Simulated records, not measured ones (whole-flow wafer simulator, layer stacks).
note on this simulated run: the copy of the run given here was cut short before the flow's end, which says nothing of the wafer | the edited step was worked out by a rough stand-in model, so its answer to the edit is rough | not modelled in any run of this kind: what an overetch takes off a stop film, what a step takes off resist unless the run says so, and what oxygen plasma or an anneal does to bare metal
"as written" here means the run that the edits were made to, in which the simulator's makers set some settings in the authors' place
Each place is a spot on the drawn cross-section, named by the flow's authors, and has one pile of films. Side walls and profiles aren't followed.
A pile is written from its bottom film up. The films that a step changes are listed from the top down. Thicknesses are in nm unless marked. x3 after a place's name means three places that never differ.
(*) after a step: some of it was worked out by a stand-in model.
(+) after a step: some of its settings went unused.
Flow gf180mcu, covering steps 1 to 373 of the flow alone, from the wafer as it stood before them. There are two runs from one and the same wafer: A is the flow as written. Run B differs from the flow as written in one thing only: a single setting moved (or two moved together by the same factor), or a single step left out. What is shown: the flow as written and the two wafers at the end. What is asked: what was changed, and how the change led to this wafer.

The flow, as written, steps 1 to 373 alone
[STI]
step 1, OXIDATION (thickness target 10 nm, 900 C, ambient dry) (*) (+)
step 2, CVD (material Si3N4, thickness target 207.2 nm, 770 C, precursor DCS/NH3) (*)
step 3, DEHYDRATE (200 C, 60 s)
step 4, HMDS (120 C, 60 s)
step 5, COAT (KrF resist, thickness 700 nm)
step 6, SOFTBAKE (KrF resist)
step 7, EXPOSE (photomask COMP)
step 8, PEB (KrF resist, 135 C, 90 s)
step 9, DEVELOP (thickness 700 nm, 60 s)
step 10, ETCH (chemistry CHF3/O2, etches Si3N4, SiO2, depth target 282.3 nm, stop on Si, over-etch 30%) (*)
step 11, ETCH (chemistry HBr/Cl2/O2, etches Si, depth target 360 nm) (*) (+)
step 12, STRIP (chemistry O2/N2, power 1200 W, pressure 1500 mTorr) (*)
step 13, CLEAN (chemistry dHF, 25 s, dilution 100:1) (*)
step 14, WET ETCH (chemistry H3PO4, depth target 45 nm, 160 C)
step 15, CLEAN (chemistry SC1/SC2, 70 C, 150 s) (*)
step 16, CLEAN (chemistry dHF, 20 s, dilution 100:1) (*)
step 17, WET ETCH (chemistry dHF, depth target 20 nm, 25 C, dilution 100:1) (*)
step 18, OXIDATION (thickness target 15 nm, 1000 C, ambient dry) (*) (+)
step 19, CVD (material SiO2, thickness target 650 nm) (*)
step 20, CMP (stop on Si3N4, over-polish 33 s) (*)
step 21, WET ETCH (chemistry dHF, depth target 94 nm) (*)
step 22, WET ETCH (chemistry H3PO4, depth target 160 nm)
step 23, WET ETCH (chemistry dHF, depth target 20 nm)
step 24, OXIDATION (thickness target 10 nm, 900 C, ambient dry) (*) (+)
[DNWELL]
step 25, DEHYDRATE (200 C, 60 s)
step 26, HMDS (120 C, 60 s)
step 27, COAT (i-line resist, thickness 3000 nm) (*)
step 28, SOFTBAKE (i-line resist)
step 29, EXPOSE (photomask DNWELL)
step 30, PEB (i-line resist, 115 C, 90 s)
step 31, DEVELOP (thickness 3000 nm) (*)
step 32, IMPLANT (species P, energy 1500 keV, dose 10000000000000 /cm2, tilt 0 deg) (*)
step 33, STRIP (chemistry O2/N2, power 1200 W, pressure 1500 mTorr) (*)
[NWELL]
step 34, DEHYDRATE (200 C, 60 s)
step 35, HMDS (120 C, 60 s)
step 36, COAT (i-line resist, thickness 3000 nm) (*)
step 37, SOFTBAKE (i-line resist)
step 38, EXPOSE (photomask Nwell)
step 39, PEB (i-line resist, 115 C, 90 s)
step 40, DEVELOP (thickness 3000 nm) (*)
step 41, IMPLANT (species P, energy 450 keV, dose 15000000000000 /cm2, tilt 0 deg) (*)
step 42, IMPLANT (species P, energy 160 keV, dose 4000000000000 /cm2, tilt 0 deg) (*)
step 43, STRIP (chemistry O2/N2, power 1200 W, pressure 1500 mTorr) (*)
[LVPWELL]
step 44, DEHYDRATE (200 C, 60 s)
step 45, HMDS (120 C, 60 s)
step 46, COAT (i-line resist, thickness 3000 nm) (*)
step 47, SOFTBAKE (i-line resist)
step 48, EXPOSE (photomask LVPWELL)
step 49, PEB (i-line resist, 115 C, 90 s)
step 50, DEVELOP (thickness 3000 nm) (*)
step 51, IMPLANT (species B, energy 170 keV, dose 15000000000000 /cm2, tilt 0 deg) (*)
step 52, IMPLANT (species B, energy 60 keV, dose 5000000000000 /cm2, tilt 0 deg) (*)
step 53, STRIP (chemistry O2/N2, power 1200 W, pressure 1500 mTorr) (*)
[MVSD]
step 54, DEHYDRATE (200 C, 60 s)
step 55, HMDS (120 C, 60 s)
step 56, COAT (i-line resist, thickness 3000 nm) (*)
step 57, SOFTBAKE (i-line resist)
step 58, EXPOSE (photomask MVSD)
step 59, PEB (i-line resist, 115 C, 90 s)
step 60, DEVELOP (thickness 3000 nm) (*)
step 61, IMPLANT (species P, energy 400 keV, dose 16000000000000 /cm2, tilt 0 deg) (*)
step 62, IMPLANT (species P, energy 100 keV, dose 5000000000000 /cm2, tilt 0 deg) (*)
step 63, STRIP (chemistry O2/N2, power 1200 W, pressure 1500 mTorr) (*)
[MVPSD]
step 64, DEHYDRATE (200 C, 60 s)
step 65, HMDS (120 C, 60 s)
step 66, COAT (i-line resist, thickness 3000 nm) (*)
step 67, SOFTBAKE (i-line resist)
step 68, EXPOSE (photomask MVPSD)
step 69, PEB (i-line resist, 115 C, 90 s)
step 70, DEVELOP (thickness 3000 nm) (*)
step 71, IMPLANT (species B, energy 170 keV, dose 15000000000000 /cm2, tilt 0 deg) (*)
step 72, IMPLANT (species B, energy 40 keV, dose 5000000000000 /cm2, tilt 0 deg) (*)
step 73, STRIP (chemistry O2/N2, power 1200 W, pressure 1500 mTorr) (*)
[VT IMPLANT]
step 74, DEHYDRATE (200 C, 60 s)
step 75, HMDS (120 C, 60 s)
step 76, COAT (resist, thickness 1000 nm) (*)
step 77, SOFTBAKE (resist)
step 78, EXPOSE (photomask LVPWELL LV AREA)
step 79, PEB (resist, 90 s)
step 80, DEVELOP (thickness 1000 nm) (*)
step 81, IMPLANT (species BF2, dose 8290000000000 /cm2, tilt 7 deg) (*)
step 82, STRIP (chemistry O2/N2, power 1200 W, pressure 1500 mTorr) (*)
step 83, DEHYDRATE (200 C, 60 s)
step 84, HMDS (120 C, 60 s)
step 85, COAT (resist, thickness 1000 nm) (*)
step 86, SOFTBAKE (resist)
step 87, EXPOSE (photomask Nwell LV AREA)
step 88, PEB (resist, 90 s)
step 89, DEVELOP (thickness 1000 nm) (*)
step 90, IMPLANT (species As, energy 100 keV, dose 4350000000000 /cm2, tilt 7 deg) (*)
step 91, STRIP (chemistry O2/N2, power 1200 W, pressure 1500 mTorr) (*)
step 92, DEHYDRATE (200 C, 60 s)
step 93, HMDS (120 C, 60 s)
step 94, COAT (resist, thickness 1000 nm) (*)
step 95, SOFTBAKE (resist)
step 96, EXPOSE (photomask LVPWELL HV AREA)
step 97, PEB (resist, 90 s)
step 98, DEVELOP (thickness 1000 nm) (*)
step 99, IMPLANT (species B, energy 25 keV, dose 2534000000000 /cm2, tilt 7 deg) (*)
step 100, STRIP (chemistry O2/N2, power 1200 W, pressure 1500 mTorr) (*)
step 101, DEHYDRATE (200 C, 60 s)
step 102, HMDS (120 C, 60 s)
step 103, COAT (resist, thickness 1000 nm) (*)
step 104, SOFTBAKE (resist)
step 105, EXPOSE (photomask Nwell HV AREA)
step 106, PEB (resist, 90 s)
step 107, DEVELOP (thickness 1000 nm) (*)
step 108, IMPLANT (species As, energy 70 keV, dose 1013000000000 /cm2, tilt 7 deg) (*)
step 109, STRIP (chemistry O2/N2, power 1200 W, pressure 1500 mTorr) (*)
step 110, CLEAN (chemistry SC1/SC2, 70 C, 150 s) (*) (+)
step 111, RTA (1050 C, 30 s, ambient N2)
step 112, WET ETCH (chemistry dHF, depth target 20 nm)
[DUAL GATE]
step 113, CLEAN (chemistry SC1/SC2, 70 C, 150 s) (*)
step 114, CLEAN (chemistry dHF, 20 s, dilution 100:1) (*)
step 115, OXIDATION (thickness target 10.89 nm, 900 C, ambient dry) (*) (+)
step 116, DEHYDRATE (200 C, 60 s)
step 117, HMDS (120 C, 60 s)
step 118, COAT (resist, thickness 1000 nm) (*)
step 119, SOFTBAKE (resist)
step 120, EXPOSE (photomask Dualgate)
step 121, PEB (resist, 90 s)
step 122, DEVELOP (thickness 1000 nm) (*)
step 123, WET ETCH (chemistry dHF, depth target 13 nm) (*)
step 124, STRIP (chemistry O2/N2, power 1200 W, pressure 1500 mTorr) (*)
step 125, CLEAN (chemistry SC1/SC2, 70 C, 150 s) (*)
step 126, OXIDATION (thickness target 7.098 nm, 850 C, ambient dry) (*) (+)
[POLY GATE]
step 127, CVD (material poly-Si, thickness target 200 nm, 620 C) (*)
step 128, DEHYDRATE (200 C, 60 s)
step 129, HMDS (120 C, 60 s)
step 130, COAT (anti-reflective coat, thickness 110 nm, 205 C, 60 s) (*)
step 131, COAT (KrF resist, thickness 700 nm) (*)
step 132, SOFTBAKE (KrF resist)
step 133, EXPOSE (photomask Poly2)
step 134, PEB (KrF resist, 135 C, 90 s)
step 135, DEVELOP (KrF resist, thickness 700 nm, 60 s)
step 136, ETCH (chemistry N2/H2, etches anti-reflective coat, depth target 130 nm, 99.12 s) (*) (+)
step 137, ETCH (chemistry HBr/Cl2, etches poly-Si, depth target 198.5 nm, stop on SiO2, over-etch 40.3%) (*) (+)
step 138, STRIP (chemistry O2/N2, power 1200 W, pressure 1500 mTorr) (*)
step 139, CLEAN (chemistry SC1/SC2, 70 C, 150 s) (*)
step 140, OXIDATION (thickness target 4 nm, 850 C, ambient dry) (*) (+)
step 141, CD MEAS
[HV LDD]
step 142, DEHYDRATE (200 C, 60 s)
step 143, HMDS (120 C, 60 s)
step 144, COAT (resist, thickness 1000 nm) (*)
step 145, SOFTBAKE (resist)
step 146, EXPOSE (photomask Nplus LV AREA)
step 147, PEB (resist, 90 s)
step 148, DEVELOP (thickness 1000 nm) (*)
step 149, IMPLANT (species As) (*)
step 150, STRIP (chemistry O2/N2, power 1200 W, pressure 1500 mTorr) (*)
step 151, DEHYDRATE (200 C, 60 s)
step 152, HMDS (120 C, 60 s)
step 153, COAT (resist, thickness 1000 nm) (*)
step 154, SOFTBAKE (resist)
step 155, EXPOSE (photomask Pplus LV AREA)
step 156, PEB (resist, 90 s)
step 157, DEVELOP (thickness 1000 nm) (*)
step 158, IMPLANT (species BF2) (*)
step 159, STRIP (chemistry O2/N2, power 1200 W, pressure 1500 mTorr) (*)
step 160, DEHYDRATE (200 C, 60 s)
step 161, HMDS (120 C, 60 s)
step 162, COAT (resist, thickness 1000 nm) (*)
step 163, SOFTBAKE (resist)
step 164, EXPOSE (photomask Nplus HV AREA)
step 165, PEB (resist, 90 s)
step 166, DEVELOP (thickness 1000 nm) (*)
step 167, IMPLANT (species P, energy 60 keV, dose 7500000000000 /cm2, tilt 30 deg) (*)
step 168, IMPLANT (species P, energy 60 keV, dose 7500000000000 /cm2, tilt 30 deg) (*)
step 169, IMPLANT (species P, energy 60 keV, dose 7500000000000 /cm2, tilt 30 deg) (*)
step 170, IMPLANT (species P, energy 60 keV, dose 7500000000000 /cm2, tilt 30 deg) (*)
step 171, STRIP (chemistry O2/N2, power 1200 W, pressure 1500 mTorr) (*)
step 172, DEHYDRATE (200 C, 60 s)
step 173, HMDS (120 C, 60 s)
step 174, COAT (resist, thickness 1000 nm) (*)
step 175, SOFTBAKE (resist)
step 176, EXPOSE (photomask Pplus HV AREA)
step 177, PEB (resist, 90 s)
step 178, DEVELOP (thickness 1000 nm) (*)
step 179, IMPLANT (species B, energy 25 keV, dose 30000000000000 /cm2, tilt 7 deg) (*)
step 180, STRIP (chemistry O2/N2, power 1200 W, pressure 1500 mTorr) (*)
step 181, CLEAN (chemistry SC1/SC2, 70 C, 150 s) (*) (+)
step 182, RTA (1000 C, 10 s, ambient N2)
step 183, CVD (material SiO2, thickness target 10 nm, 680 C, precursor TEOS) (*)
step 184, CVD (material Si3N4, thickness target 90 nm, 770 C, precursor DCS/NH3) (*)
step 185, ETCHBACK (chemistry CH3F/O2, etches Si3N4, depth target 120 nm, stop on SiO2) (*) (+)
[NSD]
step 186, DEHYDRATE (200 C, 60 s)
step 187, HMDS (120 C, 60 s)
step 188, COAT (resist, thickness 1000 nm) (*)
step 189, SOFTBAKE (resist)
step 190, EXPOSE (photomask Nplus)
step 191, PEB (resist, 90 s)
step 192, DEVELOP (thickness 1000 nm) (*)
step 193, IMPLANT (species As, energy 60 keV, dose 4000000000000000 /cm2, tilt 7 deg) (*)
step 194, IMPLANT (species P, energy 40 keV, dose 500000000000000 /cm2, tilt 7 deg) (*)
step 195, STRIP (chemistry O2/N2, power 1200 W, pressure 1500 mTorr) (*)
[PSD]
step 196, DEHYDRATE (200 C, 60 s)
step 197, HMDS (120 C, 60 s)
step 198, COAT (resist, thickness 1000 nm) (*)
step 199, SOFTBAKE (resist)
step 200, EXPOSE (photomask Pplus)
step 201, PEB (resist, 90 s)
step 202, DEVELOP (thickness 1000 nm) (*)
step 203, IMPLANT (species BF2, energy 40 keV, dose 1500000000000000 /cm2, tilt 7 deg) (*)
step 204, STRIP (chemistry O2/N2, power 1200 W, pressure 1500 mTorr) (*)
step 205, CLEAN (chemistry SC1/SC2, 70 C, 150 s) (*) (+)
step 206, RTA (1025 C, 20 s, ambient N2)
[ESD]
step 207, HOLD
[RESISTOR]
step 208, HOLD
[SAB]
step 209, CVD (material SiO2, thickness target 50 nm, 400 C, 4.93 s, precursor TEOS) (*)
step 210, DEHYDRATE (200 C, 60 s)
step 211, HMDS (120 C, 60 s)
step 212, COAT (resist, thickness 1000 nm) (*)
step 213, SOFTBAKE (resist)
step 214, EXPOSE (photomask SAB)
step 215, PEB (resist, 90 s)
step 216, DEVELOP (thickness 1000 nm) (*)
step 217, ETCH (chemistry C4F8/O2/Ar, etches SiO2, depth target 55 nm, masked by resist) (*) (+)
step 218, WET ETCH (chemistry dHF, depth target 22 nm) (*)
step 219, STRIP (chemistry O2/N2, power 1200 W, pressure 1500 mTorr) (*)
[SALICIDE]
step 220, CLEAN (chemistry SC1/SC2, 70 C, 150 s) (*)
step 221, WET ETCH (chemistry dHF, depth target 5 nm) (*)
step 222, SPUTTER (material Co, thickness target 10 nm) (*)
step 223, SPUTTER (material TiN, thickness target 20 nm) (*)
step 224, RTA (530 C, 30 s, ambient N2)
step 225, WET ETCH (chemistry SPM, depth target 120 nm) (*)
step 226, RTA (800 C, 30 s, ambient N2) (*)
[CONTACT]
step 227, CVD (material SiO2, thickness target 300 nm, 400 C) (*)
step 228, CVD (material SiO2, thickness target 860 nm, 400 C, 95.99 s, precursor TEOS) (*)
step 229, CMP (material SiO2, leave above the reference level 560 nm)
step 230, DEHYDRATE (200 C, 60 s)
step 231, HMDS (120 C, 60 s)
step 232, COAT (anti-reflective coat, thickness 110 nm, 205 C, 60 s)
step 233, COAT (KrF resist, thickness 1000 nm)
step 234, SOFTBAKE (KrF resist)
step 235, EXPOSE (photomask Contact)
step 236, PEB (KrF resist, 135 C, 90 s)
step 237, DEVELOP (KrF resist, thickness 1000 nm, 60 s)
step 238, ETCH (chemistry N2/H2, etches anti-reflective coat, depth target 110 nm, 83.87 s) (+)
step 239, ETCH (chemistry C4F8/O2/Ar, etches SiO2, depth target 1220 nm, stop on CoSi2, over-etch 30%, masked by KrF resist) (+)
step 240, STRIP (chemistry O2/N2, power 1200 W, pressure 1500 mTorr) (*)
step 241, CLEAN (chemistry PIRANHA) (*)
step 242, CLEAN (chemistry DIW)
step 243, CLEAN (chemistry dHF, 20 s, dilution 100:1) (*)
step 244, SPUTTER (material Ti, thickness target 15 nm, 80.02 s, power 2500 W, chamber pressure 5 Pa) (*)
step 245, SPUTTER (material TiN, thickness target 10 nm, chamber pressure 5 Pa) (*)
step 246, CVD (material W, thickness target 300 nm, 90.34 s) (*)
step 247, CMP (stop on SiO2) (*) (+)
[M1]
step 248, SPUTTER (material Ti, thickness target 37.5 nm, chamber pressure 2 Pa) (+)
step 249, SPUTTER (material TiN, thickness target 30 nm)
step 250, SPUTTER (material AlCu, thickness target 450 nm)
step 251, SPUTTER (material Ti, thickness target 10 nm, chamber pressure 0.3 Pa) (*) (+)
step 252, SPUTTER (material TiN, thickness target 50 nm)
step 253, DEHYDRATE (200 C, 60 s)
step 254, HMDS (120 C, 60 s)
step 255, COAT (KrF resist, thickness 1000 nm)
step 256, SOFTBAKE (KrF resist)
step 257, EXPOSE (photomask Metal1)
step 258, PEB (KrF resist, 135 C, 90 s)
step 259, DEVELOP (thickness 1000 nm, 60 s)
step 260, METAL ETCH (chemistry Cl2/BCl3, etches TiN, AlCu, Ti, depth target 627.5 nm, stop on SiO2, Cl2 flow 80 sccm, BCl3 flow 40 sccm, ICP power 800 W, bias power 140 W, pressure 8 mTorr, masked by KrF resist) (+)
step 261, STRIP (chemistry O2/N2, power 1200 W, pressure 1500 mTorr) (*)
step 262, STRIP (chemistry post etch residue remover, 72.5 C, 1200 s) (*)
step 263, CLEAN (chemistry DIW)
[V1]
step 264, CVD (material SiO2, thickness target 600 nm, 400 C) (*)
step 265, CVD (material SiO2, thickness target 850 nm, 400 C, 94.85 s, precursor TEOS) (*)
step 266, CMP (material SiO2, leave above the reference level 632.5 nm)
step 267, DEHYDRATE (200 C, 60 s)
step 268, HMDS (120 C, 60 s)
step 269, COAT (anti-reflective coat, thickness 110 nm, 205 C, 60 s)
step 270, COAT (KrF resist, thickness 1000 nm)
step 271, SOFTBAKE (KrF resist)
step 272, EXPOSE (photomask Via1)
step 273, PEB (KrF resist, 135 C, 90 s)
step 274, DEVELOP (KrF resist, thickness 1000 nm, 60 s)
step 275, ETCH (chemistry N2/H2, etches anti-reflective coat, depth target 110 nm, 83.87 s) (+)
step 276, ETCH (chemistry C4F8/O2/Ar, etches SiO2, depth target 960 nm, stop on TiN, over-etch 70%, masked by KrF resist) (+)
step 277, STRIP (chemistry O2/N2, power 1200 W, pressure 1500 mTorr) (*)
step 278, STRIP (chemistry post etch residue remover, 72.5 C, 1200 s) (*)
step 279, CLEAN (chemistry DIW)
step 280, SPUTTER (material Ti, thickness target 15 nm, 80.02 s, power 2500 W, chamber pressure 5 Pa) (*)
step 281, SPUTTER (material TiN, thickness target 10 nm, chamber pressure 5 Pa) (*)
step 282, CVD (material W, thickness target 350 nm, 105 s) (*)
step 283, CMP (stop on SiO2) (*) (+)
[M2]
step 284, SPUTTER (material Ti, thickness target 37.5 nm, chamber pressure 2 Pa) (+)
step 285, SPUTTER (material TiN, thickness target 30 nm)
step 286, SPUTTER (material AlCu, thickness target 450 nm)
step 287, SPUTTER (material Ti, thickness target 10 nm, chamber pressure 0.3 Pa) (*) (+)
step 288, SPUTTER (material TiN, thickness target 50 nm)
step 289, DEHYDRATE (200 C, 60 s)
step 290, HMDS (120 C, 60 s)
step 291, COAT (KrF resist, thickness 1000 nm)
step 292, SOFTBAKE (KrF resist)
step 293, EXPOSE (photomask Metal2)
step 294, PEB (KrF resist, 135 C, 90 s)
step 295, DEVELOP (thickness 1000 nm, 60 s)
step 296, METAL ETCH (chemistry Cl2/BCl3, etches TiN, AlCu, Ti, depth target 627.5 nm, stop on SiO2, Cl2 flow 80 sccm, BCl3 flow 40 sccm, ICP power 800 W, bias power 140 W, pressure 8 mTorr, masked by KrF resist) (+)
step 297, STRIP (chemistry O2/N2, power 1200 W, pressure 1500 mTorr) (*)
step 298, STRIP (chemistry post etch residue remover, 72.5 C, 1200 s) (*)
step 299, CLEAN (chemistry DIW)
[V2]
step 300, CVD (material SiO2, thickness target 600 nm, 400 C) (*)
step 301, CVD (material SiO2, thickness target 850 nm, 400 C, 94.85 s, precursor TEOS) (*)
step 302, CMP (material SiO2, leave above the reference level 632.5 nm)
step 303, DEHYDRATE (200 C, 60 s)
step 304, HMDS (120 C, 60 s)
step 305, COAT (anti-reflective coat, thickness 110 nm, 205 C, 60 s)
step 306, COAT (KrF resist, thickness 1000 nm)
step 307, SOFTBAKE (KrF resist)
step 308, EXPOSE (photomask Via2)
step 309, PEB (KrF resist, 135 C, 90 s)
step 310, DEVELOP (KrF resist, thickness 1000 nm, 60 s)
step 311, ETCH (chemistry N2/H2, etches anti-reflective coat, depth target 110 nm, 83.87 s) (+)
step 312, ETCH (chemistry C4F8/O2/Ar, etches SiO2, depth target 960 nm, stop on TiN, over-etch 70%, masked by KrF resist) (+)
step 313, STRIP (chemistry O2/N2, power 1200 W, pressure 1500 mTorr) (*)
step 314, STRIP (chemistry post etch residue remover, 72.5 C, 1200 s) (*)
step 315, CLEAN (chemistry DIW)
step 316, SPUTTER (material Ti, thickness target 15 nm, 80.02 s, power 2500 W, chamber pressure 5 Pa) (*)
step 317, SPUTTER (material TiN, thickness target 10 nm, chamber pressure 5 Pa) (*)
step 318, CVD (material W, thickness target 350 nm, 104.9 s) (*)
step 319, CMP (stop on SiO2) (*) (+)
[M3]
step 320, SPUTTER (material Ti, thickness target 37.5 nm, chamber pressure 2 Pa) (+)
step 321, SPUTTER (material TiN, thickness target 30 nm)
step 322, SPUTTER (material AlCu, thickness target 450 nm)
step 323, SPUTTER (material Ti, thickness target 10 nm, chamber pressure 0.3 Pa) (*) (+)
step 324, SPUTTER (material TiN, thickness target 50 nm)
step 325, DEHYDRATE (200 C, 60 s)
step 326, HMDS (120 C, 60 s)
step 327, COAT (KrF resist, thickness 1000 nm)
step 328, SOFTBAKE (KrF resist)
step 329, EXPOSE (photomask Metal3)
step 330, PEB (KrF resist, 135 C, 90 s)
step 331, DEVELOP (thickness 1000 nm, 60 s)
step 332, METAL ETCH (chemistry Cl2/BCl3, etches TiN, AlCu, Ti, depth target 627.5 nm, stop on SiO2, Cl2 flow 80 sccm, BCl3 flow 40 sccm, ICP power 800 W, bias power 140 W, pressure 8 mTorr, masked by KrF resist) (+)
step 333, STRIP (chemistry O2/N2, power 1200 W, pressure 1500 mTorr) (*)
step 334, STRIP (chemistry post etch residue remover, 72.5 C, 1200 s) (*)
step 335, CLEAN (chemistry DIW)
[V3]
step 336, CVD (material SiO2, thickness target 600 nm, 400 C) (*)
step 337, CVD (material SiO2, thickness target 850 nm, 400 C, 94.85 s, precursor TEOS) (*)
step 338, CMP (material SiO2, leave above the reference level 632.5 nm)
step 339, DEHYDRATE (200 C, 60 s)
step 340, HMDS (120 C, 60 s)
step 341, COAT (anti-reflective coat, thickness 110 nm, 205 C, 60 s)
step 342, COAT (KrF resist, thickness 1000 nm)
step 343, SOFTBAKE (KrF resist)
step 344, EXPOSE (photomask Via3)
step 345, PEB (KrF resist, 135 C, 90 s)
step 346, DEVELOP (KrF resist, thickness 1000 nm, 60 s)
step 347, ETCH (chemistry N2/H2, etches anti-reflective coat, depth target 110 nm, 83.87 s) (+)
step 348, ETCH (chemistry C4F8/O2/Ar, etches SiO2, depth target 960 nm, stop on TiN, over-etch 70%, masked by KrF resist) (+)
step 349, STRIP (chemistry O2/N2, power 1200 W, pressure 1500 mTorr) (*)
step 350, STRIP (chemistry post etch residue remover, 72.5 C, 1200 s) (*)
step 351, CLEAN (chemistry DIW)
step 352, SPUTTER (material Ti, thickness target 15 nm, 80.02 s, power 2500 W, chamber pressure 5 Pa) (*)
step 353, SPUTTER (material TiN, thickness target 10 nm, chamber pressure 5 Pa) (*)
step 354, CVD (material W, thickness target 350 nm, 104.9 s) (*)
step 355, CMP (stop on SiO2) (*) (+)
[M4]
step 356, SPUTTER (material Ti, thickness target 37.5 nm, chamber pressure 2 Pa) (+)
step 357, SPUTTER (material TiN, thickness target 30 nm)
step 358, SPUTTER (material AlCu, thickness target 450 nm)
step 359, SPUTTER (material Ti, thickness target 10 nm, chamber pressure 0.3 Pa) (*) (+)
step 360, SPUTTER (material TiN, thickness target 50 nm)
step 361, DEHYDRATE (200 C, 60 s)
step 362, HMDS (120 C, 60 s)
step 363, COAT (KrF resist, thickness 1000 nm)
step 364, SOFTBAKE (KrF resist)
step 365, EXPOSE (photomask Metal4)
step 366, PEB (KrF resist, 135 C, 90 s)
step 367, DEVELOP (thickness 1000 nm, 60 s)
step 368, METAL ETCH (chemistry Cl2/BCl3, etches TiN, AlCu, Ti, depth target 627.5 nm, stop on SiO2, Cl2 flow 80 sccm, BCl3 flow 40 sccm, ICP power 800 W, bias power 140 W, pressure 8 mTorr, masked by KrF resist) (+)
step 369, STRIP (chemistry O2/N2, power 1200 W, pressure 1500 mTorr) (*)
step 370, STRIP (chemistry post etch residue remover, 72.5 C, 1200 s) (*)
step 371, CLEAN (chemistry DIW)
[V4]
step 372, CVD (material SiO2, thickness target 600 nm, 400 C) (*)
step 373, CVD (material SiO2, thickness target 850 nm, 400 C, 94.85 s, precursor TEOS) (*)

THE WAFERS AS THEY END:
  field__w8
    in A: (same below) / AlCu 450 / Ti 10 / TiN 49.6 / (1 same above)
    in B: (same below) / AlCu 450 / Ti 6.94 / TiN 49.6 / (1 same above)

The reason: step 359, SPUTTER: thickness target 6.94 nm was run, though the flow has thickness target 10 nm.
One can read it off the wafer: field__w8 has Ti 6.94, and step 359 as written asks for 10 nm.

The path from the change to this, step by step:
  step 359, SPUTTER (material Ti, thickness target 10 nm, chamber pressure 0.3 Pa) (*) (+)
      field, field__w1, field__w2 and 108 more: A +10 Ti (new film) | B +6.94 Ti (new film)
  step 368, METAL ETCH (chemistry Cl2/BCl3, etches TiN, AlCu, Ti, depth target 627.5 nm, stop on SiO2, Cl2 flow 80 sccm, BCl3 flow 40 sccm, ICP power 800 W, bias power 140 W, pressure 8 mTorr, masked by KrF resist) (+)
      field, field__w1, field__w2 and 103 more: A -50 TiN (all of it), -10 Ti (all of it), -450 AlCu (all of it), -30 TiN (all of it), -37.5 Ti (all of it) | B -50 TiN (all of it), -6.94 Ti (all of it), -450 AlCu (all of it), -30 TiN (all of it), -37.5 Ti (all of it)
